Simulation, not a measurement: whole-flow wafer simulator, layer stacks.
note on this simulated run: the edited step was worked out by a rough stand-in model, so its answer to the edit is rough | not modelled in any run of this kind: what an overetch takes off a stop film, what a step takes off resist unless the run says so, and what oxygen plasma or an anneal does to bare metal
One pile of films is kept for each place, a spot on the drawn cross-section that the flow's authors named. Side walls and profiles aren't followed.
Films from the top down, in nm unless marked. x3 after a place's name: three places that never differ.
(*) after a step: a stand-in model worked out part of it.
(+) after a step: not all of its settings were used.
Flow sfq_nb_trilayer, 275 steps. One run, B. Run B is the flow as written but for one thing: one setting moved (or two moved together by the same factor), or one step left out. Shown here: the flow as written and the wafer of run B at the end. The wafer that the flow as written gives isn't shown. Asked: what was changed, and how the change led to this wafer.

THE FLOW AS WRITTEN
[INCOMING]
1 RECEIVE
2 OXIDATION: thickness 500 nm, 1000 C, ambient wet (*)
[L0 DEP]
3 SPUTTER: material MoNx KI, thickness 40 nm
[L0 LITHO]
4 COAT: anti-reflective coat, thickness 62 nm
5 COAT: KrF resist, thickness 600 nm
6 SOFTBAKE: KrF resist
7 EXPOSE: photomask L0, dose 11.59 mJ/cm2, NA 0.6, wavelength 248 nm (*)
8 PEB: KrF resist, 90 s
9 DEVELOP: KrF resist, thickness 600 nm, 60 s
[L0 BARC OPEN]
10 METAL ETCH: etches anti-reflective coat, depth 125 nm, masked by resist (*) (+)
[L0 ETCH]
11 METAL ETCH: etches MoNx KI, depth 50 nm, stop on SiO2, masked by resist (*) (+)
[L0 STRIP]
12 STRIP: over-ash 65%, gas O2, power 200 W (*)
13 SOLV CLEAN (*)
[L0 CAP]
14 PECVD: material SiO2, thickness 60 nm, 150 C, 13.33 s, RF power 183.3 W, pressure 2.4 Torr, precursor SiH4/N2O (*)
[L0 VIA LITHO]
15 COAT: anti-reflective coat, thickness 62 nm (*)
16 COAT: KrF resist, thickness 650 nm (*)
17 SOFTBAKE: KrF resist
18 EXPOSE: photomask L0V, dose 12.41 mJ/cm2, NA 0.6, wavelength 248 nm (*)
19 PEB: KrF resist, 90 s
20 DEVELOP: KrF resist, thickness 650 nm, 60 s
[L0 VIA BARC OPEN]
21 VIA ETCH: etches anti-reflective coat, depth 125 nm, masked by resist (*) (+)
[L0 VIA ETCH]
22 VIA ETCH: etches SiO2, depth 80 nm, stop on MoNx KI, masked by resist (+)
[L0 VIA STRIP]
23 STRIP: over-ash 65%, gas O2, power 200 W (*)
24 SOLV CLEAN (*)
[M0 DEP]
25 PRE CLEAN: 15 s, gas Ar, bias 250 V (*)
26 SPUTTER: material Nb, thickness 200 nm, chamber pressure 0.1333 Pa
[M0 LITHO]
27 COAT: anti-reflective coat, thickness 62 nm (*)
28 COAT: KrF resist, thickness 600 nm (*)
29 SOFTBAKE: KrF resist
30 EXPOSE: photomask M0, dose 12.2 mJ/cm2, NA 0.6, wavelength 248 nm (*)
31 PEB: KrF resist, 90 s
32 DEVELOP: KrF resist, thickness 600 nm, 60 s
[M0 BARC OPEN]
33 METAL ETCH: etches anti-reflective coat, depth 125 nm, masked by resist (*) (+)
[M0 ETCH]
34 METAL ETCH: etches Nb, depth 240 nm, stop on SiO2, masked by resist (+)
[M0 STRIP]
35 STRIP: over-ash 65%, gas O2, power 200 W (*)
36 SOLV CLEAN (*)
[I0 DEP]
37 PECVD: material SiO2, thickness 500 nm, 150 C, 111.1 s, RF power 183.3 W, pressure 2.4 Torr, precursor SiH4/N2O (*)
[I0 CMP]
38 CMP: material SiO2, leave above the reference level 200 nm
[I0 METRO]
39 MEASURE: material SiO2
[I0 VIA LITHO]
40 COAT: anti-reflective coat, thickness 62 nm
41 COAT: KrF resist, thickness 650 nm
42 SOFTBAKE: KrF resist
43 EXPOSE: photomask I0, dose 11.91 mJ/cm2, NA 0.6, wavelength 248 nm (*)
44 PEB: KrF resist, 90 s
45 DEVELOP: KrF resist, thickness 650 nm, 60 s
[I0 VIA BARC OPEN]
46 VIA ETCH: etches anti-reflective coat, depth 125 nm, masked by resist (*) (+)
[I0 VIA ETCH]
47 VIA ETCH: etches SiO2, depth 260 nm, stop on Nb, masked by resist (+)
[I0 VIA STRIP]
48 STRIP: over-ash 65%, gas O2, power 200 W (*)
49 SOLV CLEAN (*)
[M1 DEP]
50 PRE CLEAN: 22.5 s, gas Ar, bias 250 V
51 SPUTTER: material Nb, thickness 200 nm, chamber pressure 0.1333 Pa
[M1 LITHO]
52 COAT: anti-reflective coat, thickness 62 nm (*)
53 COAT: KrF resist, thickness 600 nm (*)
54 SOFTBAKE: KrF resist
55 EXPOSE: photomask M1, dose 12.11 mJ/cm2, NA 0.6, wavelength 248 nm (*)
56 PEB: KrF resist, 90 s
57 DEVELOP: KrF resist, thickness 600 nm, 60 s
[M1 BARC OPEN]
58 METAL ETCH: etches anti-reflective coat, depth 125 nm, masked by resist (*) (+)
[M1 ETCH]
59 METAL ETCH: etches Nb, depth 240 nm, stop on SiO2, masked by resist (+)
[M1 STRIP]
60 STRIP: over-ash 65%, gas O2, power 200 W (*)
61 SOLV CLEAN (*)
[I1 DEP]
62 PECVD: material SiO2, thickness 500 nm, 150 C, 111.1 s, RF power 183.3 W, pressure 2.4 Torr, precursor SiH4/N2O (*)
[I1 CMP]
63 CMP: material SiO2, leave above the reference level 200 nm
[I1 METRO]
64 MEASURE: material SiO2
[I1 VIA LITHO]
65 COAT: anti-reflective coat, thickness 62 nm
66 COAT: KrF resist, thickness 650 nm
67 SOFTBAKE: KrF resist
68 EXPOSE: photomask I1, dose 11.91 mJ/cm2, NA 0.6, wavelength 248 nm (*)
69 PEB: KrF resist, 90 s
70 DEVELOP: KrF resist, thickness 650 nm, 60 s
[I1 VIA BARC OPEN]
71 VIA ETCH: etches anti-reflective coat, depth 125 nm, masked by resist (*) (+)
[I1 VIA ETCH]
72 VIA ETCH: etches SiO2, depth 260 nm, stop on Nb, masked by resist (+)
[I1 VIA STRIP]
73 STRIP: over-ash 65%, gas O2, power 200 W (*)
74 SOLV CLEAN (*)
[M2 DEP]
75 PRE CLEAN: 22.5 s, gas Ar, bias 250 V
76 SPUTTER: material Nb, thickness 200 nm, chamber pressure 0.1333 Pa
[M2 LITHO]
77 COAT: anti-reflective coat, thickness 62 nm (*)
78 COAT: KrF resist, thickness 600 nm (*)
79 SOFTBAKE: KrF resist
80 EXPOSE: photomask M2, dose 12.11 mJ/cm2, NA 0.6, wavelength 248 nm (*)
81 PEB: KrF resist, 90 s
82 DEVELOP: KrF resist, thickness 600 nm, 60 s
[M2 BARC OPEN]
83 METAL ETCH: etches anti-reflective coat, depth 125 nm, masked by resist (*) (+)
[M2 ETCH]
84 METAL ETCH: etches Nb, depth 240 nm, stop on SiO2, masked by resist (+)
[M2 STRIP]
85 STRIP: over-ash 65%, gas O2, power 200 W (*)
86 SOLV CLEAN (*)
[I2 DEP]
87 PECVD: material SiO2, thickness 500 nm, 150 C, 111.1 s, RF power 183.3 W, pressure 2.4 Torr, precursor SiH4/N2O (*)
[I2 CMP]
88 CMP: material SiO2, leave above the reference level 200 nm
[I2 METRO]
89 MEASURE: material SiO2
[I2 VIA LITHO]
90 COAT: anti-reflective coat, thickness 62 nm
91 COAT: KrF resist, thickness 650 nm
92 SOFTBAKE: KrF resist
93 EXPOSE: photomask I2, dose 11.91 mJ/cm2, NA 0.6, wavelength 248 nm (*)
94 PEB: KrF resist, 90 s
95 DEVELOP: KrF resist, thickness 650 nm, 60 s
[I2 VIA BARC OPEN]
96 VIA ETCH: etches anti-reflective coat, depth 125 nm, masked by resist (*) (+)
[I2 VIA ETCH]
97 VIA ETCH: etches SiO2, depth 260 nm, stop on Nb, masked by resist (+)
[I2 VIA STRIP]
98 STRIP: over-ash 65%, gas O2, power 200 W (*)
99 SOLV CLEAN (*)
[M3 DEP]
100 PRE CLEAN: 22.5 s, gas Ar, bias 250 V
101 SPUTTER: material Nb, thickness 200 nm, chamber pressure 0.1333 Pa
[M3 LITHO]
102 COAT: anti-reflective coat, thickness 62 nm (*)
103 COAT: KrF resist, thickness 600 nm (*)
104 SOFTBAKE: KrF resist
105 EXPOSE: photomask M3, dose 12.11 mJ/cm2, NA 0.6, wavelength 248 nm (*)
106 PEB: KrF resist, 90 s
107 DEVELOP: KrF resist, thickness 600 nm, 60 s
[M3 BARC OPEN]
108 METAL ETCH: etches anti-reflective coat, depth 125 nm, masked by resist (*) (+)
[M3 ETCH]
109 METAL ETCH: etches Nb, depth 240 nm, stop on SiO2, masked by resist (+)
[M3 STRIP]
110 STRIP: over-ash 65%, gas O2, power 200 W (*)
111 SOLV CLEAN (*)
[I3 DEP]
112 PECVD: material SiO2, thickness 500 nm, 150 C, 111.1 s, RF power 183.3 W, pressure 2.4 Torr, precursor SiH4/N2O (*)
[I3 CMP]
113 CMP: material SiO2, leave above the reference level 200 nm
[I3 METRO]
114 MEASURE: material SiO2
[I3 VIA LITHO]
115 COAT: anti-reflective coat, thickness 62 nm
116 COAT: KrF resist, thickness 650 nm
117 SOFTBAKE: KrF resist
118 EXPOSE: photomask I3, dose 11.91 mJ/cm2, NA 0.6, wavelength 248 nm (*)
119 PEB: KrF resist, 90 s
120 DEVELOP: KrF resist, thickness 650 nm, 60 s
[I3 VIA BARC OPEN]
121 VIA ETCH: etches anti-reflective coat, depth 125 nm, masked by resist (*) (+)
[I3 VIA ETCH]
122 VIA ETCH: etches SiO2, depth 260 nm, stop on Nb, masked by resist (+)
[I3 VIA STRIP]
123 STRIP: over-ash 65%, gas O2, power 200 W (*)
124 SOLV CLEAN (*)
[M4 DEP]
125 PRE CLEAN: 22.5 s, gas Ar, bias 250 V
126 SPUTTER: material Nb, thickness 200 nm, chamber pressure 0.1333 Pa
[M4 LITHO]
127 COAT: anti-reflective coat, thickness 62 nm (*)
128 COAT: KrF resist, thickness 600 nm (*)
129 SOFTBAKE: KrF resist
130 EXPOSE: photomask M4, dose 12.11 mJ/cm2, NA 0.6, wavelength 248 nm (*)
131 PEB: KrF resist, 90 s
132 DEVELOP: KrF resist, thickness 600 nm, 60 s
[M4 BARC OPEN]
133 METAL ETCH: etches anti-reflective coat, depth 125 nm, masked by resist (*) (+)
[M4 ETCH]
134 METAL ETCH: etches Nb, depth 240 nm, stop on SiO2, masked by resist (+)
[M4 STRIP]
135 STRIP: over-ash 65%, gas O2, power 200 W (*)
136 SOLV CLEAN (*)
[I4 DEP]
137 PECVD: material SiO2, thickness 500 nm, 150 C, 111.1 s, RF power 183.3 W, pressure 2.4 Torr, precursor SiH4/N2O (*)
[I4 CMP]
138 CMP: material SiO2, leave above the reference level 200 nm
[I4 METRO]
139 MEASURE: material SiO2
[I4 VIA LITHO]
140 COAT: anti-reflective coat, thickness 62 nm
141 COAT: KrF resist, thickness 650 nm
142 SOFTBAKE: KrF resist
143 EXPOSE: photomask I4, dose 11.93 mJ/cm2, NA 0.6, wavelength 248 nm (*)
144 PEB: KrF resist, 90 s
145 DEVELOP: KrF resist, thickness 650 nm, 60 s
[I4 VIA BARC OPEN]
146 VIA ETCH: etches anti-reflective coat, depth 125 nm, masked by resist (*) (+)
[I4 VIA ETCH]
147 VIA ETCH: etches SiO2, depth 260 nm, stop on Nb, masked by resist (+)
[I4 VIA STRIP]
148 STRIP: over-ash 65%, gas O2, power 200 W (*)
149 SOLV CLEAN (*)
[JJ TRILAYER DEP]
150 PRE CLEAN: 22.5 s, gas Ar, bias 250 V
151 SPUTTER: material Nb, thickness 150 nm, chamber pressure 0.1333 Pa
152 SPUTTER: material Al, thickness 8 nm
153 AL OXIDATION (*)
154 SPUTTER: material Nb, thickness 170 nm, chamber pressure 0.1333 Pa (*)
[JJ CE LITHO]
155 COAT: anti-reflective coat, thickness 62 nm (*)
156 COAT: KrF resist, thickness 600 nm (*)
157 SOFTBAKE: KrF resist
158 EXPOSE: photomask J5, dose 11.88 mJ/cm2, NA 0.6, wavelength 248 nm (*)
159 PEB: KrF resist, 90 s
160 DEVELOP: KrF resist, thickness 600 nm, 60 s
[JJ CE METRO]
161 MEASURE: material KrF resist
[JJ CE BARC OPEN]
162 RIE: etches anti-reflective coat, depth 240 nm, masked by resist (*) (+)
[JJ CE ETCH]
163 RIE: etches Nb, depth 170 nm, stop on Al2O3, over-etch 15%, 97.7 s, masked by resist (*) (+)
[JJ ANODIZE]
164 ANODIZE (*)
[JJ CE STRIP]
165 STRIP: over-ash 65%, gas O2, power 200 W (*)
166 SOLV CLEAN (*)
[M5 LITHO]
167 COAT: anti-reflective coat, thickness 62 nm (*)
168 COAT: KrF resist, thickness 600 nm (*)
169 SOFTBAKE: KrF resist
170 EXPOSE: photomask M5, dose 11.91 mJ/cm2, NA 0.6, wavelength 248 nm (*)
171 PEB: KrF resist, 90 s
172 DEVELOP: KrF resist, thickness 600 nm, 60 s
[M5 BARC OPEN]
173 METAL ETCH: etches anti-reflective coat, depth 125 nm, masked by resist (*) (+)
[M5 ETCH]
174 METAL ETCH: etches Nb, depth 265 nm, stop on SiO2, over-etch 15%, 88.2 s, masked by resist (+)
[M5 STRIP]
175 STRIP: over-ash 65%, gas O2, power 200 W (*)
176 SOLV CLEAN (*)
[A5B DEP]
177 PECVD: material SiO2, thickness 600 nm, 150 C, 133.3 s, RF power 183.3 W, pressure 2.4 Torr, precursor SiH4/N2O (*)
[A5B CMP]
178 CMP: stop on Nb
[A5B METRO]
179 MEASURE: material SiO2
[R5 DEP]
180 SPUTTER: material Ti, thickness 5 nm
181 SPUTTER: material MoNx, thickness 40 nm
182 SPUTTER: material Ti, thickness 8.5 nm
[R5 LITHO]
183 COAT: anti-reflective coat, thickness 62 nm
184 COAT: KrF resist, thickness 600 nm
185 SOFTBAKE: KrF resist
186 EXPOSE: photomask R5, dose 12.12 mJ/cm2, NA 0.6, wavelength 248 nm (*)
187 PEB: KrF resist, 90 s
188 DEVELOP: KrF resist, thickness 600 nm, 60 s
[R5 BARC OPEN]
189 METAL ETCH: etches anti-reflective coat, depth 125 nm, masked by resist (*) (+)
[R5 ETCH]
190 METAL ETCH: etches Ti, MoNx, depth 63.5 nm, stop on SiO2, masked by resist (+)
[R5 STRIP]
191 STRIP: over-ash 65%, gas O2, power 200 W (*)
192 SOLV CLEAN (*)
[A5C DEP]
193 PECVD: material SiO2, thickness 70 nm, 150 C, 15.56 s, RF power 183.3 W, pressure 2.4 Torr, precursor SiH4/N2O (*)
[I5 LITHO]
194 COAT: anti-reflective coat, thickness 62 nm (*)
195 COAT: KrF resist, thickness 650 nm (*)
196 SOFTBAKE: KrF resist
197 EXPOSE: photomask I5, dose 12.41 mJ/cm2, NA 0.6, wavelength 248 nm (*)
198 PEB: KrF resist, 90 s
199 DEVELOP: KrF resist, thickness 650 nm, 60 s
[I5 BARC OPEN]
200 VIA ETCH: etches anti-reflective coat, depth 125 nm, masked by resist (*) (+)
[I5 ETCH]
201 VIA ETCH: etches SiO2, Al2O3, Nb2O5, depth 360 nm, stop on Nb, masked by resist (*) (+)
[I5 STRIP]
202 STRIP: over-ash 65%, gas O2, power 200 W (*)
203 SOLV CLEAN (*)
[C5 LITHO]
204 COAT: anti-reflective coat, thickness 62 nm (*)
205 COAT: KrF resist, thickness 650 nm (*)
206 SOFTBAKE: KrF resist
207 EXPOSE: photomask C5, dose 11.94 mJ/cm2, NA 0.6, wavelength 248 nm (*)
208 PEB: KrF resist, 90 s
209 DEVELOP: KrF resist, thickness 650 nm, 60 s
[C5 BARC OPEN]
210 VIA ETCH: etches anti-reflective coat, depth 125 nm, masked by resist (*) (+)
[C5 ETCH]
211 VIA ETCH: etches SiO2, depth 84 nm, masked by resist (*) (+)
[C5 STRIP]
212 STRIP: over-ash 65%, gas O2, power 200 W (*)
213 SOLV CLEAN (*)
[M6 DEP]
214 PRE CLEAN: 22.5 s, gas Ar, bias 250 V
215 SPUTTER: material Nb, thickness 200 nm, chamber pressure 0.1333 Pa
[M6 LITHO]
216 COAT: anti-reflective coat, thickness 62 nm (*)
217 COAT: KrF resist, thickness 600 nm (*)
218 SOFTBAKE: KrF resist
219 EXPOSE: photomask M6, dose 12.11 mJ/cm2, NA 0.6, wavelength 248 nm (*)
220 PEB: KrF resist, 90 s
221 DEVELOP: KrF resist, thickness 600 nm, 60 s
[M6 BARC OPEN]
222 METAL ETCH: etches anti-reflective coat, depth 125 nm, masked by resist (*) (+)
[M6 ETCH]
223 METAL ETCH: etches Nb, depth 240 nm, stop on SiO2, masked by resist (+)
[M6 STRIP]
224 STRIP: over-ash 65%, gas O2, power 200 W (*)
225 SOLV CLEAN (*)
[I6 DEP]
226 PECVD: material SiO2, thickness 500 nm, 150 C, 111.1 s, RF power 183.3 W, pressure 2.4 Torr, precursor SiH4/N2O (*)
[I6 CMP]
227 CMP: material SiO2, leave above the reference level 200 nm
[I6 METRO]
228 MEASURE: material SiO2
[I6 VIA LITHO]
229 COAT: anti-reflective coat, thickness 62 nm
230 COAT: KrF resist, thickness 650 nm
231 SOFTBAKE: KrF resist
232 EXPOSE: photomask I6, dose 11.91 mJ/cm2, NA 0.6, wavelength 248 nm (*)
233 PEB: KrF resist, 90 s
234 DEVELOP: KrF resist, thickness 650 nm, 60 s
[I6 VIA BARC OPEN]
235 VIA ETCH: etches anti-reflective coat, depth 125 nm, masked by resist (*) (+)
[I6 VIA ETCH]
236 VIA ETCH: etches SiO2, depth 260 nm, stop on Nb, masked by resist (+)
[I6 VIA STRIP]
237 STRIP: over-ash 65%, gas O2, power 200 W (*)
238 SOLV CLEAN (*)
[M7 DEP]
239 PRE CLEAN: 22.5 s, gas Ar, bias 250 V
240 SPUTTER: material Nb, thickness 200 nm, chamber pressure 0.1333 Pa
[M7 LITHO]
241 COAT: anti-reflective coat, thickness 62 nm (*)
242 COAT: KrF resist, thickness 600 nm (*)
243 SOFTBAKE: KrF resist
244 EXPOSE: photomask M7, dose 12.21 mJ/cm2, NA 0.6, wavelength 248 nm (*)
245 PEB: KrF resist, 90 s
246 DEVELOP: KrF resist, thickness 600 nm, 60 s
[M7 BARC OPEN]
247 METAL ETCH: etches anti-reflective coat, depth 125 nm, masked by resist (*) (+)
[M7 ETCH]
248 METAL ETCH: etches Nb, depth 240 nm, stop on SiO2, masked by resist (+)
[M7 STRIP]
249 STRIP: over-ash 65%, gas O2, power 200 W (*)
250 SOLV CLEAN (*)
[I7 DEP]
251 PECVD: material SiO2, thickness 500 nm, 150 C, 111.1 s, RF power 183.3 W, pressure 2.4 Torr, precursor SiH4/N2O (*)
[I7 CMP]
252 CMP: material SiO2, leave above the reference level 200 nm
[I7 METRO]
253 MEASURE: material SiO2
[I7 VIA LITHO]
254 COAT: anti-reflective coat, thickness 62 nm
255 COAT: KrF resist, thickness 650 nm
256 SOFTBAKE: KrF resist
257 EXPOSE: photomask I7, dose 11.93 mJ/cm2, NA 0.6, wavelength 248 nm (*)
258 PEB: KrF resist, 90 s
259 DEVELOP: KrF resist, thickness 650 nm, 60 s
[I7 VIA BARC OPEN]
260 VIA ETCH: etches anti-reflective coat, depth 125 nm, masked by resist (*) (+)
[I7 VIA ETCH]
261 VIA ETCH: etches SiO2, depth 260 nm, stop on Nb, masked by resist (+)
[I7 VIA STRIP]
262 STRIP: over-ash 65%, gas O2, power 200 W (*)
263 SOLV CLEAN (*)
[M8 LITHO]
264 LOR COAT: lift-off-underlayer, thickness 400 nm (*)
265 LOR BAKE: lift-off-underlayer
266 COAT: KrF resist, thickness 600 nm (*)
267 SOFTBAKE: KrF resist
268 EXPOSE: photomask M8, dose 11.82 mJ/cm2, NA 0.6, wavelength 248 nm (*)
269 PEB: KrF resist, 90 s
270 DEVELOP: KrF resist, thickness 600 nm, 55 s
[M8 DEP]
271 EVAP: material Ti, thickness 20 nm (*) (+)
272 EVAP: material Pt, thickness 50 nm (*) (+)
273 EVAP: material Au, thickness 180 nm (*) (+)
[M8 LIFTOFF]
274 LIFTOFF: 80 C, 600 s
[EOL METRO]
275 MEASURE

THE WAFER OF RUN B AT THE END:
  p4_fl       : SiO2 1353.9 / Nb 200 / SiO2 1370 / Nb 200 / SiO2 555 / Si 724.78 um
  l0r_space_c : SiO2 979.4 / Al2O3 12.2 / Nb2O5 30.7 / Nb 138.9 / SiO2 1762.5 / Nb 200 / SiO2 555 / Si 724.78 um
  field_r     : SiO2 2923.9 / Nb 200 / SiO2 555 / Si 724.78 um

The cause: step 154, SPUTTER: thickness 148 nm was run, where the flow has thickness 170 nm.

How the change led to this, step by step:
  154 SPUTTER: material Nb, thickness 170 nm, chamber pressure 0.1333 Pa (*)
      field_l, v_sur, via_sp and 100 more: Nb +148 (new film) (as written it would be: Nb +170 (new film))
      via_wl, via_wr: Nb +122.4 (new film) (as written it would be: Nb +140.7 (new film))
      (and at 1 more place)
  155 COAT: anti-reflective coat, thickness 62 nm (*)
      via_wl, via_wr: anti-reflective coat +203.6 (new film) (as written it would be: anti-reflective coat +209.4 (new film))
  162 RIE: etches anti-reflective coat, depth 240 nm, masked by resist (*) (+)
      ce_l, c5j, ce_r, wl_jj: KrF resist -203.6 (as written it would be: KrF resist -209.4)
      via_wl, via_wr: anti-reflective coat -203.6 (all of it) (as written it would be: anti-reflective coat -209.4 (all of it))
  163 RIE: etches Nb, depth 170 nm, stop on Al2O3, over-etch 15%, 97.7 s, masked by resist (*) (+)
      field_l, v_sur, via_sp and 96 more: Nb -148 (all of it), Al2O3 -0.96 (all of it) (as written it would be: Nb -170 (all of it), Al2O3 -0.51)
      via_wl, via_wr: Nb -122.4 (all of it), Al2O3 -0.96 (all of it) (as written it would be: Nb -140.7 (all of it), Al2O3 -0.96 (all of it))
      (and at 1 more place)
  164 ANODIZE (*)
      field_l, v_sur, via_sp and 96 more: Al2O3 +12.2 (new film), Nb2O5 +30.7 (new film), Al -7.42 (all of it), Nb -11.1 (as written it would be: Al2O3 +12.2, Nb2O5 +29.9 (new film), Al -7.42 (all of it), Nb -10.8)
  165 STRIP: over-ash 65%, gas O2, power 200 W (*)
      ce_l: KrF resist -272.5 (all of it), anti-reflective coat -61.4 (all of it) (as written it would be: KrF resist -266.8 (all of it), anti-reflective coat -61.4 (all of it))
      c5j: KrF resist -272.6 (all of it), anti-reflective coat -61.5 (all of it) (as written it would be: KrF resist -266.9 (all of it), anti-reflective coat -61.5 (all of it))
      (and at 2 more places)
  167 COAT: anti-reflective coat, thickness 62 nm (*)
      wl_j_sl, wl_j_sr: anti-reflective coat +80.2 (new film) (as written it would be: anti-reflective coat +83.3 (new film))
      jj_sur: anti-reflective coat +79.6 (new film) (as written it would be: anti-reflective coat +82.6 (new film))
      (and at 5 more places)
  168 COAT: KrF resist, thickness 600 nm (*)
      ce_l: KrF resist +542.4 (new film) (as written it would be: KrF resist +528.3 (new film))
      c5j: KrF resist +521.4 (new film) (as written it would be: KrF resist +507.6 (new film))
      (and at 2 more places)
  174 METAL ETCH: etches Nb, depth 265 nm, stop on SiO2, over-etch 15%, 88.2 s, masked by resist (+)
      field_l, r_sur, res and 50 more: Al2O3 -12.2 (all of it), Nb2O5 -30.7 (all of it), Nb -138.9 (all of it), SiO2 -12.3 (as written it would be: Al2O3 -12.6 (all of it), Nb2O5 -29.9 (all of it), Nb -139.2 (all of it), SiO2 -12.3)
  175 STRIP: over-ash 65%, gas O2, power 200 W (*)
      jj_sur: KrF resist -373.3 (all of it), anti-reflective coat -79.6 (all of it) (as written it would be: KrF resist -374.7 (all of it), anti-reflective coat -82.6 (all of it))
      ce_l: KrF resist -313.7 (all of it), anti-reflective coat -21.7 (all of it) (as written it would be: KrF resist -299.6 (all of it), anti-reflective coat -19.6 (all of it))
      (and at 6 more places)
  178 CMP: stop on Nb
      v_sur, via_sp, via_v and 43 more: SiO2 -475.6 (as written it would be: SiO2 -453.5)
      field_l, p4_fl, p4_fm and 39 more: SiO2 -281.3 (as written it would be: SiO2 -259.3)
      (and at 14 more places)
  201 VIA ETCH: etches SiO2, Al2O3, Nb2O5, depth 360 nm, stop on Nb, masked by resist (*) (+)
      be: SiO2 -194.3 (all of it), Al2O3 -12.2 (all of it), Nb2O5 -30.7 (all of it) (as written it would be: SiO2 -216.4 (all of it), Al2O3 -12.7 (all of it), Nb2O5 -29.9 (all of it))
  204 COAT: anti-reflective coat, thickness 62 nm (*)
      be: anti-reflective coat +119 (new film) (as written it would be: anti-reflective coat +122.2 (new film))
  212 STRIP: over-ash 65%, gas O2, power 200 W (*)
      be: KrF resist -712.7 (all of it), anti-reflective coat -119 (all of it) (as written it would be: KrF resist -728.2 (all of it), anti-reflective coat -122.2 (all of it))
  215 SPUTTER: material Nb, thickness 200 nm, chamber pressure 0.1333 Pa
      be: Nb +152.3 (as written it would be: Nb +147.3)
  216 COAT: anti-reflective coat, thickness 62 nm (*)
      be: anti-reflective coat +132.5 (new film) (as written it would be: anti-reflective coat +136.7 (new film))
  ... 2 more steps ...
  226 PECVD: material SiO2, thickness 500 nm, 150 C, 111.1 s, RF power 183.3 W, pressure 2.4 Torr, precursor SiH4/N2O (*)
      be: SiO2 +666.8 (new film) (as written it would be: SiO2 +693.5 (new film))
